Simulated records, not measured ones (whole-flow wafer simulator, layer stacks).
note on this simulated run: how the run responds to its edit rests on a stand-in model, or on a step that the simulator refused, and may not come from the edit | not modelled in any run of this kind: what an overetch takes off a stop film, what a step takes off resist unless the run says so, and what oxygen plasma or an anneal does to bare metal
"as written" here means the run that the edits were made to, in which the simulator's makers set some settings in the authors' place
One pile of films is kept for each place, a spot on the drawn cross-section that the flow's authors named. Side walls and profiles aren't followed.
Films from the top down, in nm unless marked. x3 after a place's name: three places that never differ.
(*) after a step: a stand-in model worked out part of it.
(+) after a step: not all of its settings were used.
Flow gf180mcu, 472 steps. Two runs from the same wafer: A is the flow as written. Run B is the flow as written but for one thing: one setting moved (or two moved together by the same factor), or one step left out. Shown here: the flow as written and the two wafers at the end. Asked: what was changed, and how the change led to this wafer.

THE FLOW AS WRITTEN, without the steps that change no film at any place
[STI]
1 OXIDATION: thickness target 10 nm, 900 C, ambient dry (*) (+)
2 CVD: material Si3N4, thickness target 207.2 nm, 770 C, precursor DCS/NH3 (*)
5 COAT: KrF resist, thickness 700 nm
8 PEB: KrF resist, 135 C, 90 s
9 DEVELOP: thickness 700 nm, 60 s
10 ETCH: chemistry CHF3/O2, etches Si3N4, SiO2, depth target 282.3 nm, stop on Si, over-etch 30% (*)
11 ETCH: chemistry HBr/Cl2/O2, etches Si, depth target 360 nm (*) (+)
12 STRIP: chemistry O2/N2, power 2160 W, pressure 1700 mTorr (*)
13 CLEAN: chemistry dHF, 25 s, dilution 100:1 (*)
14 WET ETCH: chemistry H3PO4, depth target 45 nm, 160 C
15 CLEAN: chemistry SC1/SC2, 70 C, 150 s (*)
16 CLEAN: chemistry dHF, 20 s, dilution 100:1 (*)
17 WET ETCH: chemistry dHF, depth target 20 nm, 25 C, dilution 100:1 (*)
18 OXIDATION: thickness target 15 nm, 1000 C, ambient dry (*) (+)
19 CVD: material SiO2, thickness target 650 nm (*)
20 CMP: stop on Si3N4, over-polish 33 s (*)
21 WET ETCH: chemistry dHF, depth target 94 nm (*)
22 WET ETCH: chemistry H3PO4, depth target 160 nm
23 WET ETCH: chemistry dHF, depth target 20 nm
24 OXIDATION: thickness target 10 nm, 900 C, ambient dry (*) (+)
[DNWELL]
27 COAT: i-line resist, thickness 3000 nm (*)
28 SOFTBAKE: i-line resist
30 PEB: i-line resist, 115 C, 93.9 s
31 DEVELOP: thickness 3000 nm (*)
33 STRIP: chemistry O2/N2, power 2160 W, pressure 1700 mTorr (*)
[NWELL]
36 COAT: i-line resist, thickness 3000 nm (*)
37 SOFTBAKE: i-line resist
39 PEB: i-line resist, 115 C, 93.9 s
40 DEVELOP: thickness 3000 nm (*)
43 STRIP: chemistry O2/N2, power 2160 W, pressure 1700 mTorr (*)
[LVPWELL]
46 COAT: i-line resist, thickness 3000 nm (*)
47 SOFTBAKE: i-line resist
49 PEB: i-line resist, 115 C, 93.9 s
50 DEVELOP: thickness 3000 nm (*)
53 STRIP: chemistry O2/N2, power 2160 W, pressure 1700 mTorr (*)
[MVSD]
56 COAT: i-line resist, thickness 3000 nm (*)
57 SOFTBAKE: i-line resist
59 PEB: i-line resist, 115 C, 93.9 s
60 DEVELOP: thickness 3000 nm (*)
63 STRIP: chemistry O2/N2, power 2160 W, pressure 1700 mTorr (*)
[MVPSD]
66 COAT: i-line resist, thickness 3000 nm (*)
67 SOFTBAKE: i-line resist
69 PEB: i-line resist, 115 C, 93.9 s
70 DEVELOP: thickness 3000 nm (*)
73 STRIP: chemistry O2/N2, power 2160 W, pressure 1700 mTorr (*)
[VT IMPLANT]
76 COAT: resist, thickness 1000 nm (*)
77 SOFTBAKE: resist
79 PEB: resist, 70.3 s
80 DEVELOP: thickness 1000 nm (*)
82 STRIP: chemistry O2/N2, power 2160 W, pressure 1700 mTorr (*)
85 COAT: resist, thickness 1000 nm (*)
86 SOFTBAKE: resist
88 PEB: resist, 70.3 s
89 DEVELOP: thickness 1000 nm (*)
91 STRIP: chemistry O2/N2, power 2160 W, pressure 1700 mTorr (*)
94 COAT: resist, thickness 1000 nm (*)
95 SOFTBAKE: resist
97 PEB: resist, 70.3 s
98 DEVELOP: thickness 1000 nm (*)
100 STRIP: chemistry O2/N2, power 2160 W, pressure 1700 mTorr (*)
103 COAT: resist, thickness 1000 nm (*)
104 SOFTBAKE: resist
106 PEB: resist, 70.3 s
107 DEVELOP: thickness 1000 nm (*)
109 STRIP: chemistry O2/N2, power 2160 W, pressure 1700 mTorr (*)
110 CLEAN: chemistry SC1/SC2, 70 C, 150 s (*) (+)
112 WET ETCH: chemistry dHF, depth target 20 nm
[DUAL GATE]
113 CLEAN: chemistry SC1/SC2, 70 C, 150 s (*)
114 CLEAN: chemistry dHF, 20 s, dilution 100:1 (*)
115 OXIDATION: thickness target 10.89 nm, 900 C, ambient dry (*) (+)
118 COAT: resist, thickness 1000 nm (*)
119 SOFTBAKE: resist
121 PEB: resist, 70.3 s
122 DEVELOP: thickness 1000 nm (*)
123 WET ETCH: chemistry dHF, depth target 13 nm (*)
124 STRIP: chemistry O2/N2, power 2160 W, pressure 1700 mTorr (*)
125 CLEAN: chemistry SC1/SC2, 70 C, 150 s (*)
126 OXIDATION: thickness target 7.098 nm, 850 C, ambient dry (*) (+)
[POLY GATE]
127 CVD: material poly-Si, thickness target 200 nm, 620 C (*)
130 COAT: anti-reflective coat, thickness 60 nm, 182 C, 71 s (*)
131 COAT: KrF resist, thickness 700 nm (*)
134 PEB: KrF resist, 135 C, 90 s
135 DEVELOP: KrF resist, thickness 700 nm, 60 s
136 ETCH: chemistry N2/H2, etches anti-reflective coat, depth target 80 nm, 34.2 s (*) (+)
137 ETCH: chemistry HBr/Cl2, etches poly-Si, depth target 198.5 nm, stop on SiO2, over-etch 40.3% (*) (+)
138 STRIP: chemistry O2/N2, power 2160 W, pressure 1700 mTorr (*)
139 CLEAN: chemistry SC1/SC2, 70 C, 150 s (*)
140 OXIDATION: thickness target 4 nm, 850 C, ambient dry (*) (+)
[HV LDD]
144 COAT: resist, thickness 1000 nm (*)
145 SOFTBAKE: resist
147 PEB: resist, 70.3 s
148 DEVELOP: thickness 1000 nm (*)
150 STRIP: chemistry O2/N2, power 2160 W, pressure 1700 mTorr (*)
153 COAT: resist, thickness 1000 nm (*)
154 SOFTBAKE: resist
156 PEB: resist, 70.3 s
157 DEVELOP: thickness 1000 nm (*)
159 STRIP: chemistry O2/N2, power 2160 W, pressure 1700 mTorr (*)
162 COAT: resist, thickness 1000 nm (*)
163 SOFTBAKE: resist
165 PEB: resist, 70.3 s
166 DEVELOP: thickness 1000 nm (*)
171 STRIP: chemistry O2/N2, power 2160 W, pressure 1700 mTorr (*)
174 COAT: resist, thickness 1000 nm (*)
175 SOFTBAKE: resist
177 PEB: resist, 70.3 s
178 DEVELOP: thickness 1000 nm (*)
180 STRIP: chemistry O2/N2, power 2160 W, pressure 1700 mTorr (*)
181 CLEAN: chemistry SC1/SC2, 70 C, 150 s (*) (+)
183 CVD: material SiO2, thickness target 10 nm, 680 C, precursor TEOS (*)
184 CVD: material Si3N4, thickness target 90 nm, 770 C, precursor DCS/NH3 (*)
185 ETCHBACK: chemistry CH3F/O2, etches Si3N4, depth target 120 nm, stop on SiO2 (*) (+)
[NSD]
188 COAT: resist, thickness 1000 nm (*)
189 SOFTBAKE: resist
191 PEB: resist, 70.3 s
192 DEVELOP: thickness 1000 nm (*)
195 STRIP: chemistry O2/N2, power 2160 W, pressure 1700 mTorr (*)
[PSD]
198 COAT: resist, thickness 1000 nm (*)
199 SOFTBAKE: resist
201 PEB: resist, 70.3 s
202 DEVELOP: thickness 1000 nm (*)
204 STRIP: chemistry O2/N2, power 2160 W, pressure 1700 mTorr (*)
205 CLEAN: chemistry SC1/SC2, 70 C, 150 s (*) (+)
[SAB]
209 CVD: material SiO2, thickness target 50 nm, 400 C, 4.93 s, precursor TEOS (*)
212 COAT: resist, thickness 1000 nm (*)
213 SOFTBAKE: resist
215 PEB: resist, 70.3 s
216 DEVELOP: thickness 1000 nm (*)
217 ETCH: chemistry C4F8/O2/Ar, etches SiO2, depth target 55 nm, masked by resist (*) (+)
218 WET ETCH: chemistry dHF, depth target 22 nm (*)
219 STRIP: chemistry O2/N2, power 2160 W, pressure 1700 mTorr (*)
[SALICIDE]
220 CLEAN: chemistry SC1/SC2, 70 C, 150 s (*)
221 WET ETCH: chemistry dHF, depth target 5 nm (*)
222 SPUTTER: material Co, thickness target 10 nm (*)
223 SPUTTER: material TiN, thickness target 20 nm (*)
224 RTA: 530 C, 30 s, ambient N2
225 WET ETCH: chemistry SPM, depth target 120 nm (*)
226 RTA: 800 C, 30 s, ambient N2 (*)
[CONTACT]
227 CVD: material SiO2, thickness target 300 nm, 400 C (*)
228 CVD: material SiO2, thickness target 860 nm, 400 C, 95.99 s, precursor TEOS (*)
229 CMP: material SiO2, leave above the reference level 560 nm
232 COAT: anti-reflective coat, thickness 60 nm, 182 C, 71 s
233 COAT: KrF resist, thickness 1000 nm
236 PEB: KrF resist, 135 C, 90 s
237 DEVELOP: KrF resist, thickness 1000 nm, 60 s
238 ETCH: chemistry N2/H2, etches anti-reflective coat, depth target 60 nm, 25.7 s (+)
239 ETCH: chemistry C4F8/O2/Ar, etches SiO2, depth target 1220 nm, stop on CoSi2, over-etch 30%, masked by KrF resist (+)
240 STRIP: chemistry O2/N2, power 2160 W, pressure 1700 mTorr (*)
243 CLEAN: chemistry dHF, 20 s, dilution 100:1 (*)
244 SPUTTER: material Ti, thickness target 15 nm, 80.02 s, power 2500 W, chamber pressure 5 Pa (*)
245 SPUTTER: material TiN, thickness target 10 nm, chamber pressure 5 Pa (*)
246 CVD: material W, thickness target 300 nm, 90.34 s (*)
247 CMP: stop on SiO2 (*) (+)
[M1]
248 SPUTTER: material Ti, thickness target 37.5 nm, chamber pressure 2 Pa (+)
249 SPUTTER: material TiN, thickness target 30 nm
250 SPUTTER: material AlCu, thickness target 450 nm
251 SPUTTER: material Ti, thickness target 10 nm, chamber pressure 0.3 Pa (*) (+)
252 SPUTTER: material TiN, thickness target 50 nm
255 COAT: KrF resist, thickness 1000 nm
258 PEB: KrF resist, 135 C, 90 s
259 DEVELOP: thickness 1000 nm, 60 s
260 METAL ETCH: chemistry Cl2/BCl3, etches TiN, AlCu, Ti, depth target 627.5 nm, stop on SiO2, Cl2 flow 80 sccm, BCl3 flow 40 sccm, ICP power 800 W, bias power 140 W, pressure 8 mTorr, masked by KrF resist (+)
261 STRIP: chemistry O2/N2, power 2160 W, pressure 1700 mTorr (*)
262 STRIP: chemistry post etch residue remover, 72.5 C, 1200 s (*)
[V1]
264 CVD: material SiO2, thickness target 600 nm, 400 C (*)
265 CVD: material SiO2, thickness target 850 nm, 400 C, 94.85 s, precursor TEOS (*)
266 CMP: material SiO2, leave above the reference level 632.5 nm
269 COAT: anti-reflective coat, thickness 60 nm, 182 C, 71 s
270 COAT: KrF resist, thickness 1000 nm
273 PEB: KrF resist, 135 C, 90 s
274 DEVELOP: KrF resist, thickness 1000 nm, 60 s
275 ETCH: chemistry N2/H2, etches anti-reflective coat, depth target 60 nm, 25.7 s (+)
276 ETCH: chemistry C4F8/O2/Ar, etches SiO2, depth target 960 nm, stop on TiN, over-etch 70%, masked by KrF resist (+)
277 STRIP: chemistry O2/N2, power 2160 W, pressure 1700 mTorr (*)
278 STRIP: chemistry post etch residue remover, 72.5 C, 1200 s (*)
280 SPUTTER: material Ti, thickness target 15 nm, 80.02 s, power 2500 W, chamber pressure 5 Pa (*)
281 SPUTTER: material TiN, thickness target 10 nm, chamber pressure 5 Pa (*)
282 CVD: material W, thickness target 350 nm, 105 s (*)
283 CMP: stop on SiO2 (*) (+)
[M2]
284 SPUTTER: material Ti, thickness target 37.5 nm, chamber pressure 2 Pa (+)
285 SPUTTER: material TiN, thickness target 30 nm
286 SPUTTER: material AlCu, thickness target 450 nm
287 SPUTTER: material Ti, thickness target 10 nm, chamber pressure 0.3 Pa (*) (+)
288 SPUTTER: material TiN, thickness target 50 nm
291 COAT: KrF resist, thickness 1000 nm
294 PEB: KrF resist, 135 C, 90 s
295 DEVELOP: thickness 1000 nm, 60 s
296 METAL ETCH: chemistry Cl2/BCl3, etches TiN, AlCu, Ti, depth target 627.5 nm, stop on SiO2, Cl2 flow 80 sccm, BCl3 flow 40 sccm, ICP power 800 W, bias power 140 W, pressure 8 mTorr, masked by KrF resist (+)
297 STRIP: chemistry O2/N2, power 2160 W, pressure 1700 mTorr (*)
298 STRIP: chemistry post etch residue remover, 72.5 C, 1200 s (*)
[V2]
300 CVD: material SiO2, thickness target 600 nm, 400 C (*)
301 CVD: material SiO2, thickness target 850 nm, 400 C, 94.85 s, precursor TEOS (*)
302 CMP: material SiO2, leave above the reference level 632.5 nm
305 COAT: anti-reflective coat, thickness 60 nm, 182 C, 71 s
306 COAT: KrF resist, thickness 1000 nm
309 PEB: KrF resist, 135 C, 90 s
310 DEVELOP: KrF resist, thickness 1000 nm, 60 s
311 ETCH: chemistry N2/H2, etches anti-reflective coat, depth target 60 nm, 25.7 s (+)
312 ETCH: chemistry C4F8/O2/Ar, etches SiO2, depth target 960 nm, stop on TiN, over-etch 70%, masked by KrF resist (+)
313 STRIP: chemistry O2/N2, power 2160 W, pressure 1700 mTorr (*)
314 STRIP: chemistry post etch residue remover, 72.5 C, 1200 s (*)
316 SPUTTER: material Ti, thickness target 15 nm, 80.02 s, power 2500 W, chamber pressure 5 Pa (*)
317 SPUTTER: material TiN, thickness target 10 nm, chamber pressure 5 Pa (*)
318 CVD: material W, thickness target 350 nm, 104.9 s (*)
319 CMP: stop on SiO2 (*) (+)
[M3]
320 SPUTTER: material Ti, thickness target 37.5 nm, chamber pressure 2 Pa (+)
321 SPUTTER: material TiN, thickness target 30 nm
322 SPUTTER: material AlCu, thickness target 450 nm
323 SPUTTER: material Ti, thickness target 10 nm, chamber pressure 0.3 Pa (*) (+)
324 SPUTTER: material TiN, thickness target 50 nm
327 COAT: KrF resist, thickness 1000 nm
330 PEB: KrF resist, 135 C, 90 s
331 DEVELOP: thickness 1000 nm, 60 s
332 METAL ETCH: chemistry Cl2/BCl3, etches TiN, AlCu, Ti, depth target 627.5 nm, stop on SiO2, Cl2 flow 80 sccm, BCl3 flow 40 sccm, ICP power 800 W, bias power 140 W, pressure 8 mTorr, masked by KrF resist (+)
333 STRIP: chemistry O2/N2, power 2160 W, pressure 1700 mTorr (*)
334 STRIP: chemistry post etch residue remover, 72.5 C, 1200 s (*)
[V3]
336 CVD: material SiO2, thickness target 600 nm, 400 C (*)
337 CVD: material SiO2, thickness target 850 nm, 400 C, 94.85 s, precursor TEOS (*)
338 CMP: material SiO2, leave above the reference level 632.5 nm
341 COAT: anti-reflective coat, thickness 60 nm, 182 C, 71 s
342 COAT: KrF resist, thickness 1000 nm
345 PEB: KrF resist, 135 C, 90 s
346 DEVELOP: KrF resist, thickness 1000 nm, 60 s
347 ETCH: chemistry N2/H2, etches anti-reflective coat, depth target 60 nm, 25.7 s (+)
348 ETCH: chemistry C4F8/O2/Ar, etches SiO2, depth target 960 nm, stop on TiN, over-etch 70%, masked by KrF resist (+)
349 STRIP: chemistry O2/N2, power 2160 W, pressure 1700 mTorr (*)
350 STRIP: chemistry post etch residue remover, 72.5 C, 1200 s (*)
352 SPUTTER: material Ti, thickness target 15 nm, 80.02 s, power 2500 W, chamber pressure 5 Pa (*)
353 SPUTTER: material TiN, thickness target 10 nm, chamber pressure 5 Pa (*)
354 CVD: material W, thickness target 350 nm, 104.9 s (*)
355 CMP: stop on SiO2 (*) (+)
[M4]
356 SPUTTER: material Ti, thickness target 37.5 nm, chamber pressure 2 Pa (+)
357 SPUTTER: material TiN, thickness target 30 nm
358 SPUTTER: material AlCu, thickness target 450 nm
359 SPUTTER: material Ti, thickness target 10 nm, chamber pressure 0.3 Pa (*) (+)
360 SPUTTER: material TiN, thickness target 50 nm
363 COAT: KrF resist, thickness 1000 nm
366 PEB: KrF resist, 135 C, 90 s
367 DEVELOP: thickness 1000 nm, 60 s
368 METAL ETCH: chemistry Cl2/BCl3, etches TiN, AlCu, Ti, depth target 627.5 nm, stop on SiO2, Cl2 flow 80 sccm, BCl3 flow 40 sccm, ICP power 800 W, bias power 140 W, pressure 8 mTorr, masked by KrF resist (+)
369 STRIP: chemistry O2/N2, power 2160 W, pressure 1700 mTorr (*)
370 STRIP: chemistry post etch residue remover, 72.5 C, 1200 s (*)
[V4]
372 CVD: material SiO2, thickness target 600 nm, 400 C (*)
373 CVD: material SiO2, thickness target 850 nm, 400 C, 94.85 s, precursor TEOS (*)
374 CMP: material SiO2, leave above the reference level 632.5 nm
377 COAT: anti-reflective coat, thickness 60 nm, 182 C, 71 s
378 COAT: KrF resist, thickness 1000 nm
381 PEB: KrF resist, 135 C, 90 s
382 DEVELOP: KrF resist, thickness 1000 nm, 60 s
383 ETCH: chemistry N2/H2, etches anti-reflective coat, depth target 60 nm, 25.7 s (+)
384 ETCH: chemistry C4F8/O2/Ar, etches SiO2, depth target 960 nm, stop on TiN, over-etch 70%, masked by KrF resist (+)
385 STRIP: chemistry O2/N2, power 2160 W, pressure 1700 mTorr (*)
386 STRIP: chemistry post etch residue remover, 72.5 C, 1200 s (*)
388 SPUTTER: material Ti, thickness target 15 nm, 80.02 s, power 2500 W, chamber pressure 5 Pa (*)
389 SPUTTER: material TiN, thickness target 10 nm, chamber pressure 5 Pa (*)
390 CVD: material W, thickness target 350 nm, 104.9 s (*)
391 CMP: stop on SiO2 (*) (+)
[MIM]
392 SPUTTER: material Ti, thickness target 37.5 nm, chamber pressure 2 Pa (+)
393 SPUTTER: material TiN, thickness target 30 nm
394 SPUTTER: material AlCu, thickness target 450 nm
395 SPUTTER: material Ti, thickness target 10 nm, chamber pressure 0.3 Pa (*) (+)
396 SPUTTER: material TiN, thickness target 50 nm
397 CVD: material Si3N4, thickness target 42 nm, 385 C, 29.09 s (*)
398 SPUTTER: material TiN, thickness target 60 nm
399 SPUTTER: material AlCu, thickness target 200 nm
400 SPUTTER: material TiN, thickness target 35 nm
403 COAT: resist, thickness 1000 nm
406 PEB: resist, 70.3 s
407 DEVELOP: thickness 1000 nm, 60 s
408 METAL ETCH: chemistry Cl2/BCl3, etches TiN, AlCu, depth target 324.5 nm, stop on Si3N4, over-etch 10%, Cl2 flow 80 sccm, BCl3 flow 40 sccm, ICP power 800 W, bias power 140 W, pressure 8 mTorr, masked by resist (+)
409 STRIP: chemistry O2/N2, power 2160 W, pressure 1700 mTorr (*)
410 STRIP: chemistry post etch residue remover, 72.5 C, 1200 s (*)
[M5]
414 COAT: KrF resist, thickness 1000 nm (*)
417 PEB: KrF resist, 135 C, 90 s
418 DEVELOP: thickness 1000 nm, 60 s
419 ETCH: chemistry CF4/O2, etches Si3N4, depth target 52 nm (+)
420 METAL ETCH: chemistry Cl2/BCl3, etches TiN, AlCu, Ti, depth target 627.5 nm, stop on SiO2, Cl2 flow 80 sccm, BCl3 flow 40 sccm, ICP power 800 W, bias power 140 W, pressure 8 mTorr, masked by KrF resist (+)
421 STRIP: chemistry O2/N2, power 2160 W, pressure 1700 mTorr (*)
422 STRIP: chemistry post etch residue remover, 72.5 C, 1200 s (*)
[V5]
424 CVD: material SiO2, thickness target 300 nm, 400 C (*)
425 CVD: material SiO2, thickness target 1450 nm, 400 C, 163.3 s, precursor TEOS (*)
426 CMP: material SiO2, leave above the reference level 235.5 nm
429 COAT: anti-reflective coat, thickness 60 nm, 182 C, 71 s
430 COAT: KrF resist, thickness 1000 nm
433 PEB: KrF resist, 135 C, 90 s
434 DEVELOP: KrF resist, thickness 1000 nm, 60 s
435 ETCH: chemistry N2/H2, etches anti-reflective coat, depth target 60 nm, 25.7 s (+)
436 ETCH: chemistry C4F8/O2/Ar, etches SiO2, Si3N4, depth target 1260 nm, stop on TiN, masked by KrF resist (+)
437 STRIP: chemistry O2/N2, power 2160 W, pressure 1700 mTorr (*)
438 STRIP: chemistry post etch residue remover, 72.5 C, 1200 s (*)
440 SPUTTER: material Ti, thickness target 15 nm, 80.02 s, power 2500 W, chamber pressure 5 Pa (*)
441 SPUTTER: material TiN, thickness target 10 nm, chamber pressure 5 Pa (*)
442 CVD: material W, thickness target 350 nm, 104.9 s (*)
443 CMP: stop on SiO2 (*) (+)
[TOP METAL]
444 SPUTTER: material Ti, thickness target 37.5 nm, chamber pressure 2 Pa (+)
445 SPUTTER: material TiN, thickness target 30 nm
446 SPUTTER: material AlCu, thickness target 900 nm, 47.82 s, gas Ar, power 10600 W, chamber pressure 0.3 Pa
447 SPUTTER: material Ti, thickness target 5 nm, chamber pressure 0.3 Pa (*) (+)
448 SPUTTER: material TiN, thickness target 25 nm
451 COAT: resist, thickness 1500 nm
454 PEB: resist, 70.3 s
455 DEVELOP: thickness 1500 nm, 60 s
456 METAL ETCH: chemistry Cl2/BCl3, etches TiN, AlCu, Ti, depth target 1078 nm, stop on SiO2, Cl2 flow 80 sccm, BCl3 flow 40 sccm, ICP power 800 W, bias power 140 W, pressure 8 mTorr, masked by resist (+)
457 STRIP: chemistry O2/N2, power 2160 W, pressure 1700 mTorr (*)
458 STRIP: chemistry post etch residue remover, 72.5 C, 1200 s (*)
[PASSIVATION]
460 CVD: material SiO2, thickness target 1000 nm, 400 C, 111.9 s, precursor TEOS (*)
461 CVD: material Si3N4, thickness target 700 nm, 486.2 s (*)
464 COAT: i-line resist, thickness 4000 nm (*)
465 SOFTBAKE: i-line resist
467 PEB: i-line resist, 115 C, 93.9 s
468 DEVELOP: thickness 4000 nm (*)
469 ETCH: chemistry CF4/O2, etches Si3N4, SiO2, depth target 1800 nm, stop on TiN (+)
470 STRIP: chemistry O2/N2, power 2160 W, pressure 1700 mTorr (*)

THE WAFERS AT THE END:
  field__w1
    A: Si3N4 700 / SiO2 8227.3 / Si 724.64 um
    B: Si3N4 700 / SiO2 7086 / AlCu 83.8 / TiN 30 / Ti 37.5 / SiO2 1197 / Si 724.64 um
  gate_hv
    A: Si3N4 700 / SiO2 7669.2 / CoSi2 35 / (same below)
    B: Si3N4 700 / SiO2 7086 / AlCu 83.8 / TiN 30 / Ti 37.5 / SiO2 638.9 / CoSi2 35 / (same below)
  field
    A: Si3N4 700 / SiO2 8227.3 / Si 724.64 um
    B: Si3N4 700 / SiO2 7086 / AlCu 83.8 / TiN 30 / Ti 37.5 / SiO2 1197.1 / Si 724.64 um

The cause: step 250, SPUTTER: thickness target 657 nm was run, where the flow has thickness target 450 nm.

How the change led to this, step by step:
  250 SPUTTER: material AlCu, thickness target 450 nm
      field, field__w1, field__w2 and 108 more: A AlCu +450 (new film) | B AlCu +657 (new film)
  260 METAL ETCH: chemistry Cl2/BCl3, etches TiN, AlCu, Ti, depth target 627.5 nm, stop on SiO2, Cl2 flow 80 sccm, BCl3 flow 40 sccm, ICP power 800 W, bias power 140 W, pressure 8 mTorr, masked by KrF resist (+)
      field, field__w1, field__w2 and 99 more: A TiN -50 (all of it), Ti -10 (all of it), AlCu -450 (all of it), TiN -30 (all of it), Ti -37.5 (all of it) | B TiN -50 (all of it), Ti -10 (all of it), AlCu -567.5
  262 STRIP: chemistry post etch residue remover, 72.5 C, 1200 s (*)
      field, field__w1, field__w2 and 99 more: A nothing | B AlCu -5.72
  264 CVD: material SiO2, thickness target 600 nm, 400 C (*)
      field, field__w1, field__w2 and 99 more: A SiO2 +600 | B SiO2 +600 (new film)
  266 CMP: material SiO2, leave above the reference level 632.5 nm
      field, field__w1, field__w2 and 99 more: A SiO2 -300 | B SiO2 -244.3
Counting metal films that touch as one body, field__w1 has 1 body; the flow as written gives 0 bodies.
Counting metal films that touch as one body, gate_hv has 2 bodies (between them, from the top down: SiO2 638.9); the flow as written gives 1 body.
Counting metal films that touch as one body, field has 1 body; the flow as written gives 0 bodies.
